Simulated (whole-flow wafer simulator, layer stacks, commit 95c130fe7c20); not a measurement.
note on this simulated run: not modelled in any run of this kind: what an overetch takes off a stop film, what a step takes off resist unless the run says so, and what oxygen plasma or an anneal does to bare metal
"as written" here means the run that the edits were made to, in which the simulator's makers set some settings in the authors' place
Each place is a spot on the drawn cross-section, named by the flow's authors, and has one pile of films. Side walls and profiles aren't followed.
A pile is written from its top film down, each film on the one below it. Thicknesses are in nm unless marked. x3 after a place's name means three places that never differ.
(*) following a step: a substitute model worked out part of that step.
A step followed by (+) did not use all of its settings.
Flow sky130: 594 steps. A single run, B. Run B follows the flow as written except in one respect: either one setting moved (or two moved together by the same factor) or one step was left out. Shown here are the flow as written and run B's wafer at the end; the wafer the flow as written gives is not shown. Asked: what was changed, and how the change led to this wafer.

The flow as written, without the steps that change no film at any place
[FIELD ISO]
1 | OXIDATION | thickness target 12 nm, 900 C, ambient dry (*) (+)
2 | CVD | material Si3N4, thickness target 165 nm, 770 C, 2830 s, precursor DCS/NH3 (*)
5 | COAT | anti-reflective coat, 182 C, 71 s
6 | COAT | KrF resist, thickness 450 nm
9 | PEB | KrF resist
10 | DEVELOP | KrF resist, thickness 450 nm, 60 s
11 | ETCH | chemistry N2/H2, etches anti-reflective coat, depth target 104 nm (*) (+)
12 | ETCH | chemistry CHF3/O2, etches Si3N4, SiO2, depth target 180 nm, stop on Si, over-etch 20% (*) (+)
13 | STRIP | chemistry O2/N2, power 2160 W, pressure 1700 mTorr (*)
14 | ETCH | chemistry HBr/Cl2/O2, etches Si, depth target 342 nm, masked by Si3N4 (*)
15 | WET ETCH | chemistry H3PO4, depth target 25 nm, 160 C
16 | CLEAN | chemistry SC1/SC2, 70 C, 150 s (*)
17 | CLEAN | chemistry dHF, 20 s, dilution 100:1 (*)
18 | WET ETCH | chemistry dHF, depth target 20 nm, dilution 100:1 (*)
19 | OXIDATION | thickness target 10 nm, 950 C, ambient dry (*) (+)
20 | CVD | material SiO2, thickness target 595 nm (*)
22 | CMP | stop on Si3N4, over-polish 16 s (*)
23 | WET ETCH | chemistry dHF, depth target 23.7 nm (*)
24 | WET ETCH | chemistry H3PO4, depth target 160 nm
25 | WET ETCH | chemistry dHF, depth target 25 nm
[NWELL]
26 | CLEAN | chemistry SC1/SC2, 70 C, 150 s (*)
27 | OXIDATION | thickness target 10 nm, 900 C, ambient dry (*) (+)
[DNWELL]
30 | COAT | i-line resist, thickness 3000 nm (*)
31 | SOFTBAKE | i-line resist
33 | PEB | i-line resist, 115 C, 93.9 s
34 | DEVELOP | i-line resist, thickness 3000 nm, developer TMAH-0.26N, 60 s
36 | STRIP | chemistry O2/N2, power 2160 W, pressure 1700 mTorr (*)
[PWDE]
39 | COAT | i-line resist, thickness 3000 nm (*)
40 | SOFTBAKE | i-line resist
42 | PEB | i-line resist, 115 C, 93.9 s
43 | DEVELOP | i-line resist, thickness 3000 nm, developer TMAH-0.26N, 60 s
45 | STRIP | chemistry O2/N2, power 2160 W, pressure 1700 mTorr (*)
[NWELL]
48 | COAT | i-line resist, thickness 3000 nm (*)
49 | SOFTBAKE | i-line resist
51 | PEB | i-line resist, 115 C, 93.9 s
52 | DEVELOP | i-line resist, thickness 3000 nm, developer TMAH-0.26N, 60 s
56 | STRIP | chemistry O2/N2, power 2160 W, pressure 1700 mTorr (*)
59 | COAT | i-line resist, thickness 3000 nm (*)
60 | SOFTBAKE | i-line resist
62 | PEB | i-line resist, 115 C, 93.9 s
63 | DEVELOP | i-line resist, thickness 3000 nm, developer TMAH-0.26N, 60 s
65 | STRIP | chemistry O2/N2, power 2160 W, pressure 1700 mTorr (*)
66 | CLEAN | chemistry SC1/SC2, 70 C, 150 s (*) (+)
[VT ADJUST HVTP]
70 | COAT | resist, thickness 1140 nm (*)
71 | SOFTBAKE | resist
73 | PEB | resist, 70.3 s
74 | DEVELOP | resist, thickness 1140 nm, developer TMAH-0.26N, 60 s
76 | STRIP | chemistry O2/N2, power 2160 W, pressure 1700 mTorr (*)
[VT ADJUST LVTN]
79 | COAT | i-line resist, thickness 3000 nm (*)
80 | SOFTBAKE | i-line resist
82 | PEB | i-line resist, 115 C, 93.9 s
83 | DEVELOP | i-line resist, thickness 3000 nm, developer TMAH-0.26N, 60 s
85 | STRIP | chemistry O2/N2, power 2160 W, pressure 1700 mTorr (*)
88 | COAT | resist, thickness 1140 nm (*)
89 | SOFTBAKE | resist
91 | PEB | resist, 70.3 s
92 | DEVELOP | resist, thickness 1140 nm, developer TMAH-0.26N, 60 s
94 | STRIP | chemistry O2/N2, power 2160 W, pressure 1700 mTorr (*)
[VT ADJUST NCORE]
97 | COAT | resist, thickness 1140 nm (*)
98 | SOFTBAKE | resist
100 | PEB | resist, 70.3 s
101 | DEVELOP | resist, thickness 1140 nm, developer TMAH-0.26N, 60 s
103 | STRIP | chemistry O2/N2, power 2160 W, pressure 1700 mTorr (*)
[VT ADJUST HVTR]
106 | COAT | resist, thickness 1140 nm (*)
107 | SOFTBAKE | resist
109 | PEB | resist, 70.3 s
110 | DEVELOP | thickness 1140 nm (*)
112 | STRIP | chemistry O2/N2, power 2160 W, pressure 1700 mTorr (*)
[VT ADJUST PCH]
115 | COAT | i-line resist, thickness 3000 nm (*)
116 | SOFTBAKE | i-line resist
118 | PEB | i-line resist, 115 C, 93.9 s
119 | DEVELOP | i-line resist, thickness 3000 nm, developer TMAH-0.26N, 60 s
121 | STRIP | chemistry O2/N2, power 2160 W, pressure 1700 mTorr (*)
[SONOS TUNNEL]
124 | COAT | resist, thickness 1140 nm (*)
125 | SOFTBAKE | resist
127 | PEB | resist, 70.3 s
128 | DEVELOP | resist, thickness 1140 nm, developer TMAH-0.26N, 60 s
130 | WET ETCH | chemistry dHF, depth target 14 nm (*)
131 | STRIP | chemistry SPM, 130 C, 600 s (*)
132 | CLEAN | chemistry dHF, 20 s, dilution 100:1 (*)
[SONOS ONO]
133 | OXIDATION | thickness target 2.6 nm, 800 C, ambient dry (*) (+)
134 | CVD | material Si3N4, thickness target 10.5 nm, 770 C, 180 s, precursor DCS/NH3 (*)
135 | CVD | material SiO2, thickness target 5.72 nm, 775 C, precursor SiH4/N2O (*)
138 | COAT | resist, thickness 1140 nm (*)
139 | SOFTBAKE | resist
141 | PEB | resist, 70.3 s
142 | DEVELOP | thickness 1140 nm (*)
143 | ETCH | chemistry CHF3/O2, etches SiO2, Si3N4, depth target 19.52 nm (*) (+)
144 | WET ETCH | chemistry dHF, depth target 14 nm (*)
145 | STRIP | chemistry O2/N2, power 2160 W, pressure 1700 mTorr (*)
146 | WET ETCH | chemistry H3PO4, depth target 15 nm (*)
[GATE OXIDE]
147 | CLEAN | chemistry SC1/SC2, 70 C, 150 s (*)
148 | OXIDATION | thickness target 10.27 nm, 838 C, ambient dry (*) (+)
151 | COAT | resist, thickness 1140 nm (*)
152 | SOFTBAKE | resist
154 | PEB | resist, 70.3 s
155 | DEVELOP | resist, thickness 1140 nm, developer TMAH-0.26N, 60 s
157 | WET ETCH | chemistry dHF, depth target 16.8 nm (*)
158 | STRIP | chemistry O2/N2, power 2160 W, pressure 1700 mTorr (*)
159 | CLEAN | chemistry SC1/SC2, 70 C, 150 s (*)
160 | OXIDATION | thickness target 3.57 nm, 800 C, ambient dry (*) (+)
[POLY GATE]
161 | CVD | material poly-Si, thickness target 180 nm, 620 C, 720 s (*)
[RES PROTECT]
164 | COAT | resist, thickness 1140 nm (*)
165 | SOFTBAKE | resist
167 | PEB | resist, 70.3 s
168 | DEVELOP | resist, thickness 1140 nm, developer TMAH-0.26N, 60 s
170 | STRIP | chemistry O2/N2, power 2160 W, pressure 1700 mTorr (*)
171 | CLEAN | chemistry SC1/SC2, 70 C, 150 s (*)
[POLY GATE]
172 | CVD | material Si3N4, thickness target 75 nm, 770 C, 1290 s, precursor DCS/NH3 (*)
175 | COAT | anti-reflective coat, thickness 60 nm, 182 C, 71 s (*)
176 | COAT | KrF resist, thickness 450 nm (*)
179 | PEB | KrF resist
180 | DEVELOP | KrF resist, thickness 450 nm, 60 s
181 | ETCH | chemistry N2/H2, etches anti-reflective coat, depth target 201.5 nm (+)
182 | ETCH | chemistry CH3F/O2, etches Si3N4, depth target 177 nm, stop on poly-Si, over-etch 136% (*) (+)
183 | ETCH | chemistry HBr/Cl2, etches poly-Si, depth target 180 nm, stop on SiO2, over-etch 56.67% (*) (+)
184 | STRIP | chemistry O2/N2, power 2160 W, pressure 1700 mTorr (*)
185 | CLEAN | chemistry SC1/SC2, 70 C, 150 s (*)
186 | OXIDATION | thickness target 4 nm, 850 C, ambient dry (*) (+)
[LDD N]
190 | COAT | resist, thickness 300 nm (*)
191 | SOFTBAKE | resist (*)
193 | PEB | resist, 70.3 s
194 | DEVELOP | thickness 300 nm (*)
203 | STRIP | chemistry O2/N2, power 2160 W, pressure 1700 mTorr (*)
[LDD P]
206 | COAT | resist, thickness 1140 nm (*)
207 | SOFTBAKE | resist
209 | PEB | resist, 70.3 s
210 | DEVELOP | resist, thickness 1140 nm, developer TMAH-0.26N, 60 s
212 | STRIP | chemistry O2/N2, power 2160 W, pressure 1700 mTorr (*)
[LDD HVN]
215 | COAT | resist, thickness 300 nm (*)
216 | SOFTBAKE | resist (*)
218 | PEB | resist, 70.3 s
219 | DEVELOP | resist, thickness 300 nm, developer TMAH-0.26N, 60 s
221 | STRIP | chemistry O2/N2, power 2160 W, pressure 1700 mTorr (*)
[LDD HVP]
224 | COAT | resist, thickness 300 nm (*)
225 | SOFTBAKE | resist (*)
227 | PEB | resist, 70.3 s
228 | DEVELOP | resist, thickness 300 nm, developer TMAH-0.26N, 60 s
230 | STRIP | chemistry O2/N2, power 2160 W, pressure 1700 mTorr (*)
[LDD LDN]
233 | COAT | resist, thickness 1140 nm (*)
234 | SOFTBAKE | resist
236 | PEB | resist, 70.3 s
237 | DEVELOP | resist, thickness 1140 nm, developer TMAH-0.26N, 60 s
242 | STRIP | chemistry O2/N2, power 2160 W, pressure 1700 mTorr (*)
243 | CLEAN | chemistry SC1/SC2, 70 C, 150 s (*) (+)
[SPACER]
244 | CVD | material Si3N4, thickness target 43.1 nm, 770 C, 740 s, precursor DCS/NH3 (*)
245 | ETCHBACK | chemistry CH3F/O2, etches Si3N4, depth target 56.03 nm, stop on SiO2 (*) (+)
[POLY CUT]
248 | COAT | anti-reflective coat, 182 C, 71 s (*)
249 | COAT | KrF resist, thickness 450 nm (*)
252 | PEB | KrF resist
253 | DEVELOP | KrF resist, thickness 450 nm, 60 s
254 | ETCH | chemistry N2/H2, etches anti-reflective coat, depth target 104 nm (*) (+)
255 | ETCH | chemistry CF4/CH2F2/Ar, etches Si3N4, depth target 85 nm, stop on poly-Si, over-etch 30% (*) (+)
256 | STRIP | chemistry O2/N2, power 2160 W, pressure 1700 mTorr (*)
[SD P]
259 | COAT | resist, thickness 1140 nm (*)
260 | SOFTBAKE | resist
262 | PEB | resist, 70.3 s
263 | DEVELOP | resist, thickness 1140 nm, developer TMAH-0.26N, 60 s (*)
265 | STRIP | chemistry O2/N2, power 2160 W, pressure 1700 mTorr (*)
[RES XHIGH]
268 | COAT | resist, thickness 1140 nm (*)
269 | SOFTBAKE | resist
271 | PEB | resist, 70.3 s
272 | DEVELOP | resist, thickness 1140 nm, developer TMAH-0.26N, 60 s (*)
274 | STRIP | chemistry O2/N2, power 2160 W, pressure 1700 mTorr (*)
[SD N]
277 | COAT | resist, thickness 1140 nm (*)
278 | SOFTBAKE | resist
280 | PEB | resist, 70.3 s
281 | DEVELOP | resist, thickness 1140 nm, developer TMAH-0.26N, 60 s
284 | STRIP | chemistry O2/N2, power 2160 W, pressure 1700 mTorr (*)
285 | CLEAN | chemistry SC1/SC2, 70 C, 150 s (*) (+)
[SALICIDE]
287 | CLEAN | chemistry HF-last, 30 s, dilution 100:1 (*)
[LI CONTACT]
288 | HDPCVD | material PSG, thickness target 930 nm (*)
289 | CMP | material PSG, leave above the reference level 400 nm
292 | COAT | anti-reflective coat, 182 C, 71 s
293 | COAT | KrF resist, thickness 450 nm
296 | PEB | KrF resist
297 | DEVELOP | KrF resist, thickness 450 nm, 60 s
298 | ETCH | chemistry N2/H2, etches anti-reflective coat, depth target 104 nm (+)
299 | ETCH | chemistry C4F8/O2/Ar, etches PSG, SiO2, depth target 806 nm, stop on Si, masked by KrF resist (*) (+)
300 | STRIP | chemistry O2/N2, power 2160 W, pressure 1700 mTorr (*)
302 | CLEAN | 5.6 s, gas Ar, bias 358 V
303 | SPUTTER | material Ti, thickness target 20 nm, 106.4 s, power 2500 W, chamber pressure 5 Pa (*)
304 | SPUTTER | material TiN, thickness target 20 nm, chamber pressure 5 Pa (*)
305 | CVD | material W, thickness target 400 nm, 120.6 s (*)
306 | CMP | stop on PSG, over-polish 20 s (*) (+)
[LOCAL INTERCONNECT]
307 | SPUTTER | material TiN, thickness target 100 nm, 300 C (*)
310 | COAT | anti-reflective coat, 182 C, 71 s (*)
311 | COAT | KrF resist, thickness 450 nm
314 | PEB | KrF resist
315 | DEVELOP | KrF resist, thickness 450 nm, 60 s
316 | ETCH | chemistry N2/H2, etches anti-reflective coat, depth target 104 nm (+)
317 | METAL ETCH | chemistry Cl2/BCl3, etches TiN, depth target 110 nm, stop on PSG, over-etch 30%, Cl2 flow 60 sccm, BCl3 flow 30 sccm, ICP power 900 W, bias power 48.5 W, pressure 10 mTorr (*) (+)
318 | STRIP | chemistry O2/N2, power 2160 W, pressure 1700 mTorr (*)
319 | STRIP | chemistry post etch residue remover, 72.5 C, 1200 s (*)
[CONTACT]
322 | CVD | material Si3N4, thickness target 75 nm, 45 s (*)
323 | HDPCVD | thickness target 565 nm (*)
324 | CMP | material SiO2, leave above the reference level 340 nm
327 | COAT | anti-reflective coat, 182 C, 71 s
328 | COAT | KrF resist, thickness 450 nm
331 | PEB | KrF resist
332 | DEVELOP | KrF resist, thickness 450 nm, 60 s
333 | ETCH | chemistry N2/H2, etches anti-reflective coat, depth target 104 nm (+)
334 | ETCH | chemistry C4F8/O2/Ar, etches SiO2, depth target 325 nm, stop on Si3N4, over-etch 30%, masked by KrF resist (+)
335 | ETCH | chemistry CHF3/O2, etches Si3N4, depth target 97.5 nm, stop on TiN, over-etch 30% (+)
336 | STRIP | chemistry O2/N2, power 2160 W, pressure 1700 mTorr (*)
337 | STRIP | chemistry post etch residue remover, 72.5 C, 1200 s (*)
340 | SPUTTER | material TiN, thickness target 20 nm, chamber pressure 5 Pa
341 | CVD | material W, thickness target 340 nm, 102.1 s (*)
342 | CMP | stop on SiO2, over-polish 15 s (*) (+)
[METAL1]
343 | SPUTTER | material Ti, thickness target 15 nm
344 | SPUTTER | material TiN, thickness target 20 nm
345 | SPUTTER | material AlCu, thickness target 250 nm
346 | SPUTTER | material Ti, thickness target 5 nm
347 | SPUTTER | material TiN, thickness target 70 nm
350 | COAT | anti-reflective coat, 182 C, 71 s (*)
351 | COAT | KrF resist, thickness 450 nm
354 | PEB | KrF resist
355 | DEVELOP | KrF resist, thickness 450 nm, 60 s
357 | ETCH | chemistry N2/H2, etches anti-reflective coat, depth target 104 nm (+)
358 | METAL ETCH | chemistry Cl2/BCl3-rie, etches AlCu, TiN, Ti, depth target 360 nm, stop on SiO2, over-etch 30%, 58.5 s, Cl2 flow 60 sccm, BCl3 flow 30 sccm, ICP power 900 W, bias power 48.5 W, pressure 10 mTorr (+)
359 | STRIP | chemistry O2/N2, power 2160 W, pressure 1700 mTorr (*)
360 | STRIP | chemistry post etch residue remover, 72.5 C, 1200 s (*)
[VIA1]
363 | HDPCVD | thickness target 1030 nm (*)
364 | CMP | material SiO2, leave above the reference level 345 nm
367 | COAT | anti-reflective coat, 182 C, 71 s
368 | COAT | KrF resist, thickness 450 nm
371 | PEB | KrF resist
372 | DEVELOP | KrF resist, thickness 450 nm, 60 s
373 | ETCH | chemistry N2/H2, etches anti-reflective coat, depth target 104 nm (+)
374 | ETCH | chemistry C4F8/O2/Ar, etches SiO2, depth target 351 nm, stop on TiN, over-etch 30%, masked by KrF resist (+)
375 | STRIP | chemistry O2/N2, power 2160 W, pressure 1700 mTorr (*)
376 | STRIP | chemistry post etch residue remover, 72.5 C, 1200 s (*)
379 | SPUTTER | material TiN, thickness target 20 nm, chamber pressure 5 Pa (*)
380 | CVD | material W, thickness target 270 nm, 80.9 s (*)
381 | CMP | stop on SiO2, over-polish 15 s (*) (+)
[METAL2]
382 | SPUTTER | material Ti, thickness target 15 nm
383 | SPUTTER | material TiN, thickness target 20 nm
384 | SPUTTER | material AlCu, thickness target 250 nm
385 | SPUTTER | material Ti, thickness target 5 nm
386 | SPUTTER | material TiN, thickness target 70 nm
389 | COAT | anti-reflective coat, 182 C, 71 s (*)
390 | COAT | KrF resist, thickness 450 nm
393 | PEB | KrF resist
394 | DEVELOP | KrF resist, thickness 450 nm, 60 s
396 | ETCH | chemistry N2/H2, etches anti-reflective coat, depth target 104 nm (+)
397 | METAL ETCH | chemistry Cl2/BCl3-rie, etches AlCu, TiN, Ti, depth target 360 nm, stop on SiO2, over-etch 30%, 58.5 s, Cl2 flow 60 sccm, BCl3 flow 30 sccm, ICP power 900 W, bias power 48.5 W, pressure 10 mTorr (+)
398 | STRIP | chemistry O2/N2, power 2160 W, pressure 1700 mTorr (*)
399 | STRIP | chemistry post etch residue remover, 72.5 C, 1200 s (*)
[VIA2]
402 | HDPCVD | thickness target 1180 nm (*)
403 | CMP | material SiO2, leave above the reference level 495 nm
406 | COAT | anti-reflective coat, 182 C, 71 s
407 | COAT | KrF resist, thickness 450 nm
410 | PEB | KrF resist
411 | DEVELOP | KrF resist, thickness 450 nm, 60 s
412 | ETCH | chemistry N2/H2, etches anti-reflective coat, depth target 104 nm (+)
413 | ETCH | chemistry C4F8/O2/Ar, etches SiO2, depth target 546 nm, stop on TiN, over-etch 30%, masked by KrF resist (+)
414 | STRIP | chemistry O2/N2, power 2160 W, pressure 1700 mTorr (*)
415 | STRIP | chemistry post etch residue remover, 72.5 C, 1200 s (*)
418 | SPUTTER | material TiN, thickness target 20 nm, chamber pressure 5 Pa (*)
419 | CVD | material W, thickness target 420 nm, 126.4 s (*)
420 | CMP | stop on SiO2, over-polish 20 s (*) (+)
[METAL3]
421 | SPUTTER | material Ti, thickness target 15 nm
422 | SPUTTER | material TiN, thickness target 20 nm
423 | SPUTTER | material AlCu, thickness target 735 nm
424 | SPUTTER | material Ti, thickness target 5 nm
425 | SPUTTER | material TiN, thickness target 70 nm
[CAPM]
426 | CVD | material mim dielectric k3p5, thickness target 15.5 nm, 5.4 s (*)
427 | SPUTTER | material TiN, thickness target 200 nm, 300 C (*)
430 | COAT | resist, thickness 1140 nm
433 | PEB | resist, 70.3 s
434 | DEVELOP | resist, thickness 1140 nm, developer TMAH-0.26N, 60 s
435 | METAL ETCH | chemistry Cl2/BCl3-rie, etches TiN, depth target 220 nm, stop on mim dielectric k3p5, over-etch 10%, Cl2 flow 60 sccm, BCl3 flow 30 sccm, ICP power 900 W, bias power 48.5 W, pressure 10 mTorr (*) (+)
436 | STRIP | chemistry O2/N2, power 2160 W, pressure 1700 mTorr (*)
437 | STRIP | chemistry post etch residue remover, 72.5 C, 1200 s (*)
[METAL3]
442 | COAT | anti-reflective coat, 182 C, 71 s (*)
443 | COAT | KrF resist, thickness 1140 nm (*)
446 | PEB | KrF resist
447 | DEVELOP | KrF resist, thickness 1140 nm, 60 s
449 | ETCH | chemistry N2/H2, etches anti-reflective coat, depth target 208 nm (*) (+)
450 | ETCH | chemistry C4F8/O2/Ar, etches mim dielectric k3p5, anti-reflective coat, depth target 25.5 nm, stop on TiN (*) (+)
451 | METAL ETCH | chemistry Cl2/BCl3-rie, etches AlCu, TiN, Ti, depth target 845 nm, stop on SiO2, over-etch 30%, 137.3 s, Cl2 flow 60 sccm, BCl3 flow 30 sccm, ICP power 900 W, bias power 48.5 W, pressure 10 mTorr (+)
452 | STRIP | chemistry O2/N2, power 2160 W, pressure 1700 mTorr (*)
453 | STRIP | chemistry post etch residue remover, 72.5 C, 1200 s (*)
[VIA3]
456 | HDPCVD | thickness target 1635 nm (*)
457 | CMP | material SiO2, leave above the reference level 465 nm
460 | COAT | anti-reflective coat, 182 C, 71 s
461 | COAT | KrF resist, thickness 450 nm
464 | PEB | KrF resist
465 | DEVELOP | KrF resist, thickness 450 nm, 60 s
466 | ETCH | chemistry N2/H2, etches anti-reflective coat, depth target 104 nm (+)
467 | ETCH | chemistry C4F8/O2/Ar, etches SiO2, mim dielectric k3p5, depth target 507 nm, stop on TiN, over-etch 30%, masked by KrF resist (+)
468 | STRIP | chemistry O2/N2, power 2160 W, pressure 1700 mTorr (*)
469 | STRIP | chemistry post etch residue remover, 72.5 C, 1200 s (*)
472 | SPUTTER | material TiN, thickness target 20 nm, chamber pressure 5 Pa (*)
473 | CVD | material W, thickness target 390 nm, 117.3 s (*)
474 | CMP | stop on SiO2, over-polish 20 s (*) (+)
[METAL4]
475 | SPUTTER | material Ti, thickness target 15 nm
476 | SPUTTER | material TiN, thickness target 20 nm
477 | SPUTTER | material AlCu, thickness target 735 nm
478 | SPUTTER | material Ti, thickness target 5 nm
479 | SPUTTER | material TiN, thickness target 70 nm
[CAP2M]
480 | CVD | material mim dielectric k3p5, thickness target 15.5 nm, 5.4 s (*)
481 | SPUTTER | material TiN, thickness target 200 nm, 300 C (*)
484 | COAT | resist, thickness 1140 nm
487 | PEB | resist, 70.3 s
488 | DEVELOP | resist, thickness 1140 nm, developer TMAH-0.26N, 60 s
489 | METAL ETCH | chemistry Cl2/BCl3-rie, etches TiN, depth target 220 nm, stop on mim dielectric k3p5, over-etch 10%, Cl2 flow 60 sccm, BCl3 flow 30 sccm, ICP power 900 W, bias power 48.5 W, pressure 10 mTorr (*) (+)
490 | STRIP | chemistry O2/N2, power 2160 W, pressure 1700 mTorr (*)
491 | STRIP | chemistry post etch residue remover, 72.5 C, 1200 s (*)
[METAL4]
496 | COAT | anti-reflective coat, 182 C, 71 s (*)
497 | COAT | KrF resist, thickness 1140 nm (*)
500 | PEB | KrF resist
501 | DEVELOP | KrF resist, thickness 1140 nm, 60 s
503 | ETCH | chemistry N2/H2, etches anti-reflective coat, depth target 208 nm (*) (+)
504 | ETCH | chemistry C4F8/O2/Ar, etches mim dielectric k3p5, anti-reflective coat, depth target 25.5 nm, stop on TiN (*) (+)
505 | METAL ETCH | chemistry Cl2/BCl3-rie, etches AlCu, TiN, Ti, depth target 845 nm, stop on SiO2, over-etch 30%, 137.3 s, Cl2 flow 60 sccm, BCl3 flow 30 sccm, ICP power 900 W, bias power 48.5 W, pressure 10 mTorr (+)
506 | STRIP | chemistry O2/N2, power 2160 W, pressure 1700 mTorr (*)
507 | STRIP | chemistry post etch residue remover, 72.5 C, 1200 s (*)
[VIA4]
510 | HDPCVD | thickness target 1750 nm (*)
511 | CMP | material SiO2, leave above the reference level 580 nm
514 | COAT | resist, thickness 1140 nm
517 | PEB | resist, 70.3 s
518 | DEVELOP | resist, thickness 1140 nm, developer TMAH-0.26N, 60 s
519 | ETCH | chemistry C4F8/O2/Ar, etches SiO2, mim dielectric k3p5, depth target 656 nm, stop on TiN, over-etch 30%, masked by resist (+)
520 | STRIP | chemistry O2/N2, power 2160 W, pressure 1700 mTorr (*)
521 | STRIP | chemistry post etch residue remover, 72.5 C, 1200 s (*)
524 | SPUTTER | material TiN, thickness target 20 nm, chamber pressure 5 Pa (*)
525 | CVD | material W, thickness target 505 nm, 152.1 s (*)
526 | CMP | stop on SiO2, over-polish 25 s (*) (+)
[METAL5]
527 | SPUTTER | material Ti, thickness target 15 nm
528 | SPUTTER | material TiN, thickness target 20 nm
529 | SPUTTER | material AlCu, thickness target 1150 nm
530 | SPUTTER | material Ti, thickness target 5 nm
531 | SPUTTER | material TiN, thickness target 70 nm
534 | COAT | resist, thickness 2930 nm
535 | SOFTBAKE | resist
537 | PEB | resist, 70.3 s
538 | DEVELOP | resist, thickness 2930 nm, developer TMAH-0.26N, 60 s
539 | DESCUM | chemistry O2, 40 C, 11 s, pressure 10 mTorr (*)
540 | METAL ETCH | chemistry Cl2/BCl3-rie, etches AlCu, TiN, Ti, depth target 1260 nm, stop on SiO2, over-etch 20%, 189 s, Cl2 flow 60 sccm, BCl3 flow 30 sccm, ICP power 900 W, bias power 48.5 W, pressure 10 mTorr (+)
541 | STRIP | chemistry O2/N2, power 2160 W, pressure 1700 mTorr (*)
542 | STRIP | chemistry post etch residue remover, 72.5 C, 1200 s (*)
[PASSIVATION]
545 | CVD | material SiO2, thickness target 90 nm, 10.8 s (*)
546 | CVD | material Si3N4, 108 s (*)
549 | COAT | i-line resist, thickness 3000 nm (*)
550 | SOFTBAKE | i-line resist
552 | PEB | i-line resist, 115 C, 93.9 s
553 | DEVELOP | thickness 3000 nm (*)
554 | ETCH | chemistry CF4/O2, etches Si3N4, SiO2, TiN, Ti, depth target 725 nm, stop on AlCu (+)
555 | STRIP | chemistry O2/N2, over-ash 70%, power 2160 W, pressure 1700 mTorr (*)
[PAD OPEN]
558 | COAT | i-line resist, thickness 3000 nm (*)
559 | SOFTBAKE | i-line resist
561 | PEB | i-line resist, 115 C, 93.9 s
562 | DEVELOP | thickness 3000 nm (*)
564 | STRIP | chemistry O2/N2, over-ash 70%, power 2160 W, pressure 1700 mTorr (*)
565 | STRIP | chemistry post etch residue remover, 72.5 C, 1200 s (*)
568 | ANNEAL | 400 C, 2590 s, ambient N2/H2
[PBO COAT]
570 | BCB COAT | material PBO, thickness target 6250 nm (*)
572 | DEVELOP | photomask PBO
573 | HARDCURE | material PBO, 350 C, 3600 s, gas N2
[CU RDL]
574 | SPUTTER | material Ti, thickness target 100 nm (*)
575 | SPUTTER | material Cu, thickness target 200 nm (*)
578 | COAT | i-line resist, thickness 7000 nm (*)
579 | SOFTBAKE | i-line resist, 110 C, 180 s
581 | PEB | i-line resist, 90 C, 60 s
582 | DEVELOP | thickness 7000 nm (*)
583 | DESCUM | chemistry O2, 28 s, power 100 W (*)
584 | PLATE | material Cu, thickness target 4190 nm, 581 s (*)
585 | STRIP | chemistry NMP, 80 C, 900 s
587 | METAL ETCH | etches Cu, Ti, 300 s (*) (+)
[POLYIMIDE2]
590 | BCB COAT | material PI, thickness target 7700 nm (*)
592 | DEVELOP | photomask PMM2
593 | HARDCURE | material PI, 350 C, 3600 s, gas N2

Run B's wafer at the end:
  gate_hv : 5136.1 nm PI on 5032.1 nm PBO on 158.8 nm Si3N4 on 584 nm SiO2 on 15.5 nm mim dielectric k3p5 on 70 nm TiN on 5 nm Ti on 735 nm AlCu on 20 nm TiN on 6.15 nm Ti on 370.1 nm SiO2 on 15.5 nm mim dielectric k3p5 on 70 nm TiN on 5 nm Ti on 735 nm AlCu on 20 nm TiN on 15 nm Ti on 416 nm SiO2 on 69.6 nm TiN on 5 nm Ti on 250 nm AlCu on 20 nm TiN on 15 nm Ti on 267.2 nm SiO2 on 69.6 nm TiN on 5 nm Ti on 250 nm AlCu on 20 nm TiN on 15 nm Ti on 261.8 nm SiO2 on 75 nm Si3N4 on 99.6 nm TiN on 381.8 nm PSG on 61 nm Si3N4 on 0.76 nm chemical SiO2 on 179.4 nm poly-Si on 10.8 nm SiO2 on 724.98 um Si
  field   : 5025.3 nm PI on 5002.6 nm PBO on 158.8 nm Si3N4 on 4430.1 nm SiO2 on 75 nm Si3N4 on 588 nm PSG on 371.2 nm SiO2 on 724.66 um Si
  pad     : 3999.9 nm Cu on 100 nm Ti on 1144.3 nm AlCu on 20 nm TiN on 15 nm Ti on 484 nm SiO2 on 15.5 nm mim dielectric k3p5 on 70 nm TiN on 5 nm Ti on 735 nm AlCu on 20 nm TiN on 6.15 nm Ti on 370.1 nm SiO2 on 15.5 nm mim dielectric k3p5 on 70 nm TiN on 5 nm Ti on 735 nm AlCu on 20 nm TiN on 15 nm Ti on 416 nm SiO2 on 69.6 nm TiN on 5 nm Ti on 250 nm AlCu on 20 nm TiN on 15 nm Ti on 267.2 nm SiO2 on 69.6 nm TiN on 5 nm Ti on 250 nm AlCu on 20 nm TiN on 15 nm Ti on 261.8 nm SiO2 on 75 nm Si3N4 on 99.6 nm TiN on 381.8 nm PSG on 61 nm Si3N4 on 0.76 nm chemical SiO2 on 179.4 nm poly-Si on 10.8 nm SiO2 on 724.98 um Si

Cause: step 475, SPUTTER: thickness target 6.15 nm was run, whereas the flow has thickness target 15 nm.
The wafer lets one read it off: gate_hv has Ti 6.15, and step 475 as written asks for 15 nm.

How this came from the change, step by step:
  475 | SPUTTER | material Ti, thickness target 15 nm
      field, active, n_well and 189 more: +6.15 Ti (new film) (as written it would have been: +15 Ti (new film))
  505 | METAL ETCH | chemistry Cl2/BCl3-rie, etches AlCu, TiN, Ti, depth target 845 nm, stop on SiO2, over-etch 30%, 137.3 s, Cl2 flow 60 sccm, BCl3 flow 30 sccm, ICP power 900 W, bias power 48.5 W, pressure 10 mTorr (+)
      field, gate, spacer and 68 more: -70 TiN (all of it), -5 Ti (all of it), -735 AlCu (all of it), -20 TiN (all of it), -6.15 Ti (all of it), -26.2 SiO2 (as written it would have been: -70 TiN (all of it), -5 Ti (all of it), -735 AlCu (all of it), -20 TiN (all of it), -15 Ti (all of it), -25.4 SiO2)
      active, vpp_iso1, mim_edge_plate and 14 more: -70 TiN (all of it), -5 Ti (all of it), -735 AlCu (all of it), -20 TiN (all of it), -6.15 Ti (all of it), -26.2 SiO2 (as written it would have been: -70 TiN (all of it), -5 Ti (all of it), -735 AlCu (all of it), -20 TiN (all of it), -15 Ti (all of it), -25.3 SiO2)
  511 | CMP | material SiO2, leave above the reference level 580 nm
      field, active, gate and 77 more: -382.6 SiO2 (as written it would have been: -374.7 SiO2)
      iso_guard__w1, mim_edge_gap, vpp_l1ln, vpp_m3ln, rpm_encl, via2_enc, rpm_encl_psd, iso_guard_nsd_tip: -382.6 SiO2 (as written it would have been: -374.6 SiO2)
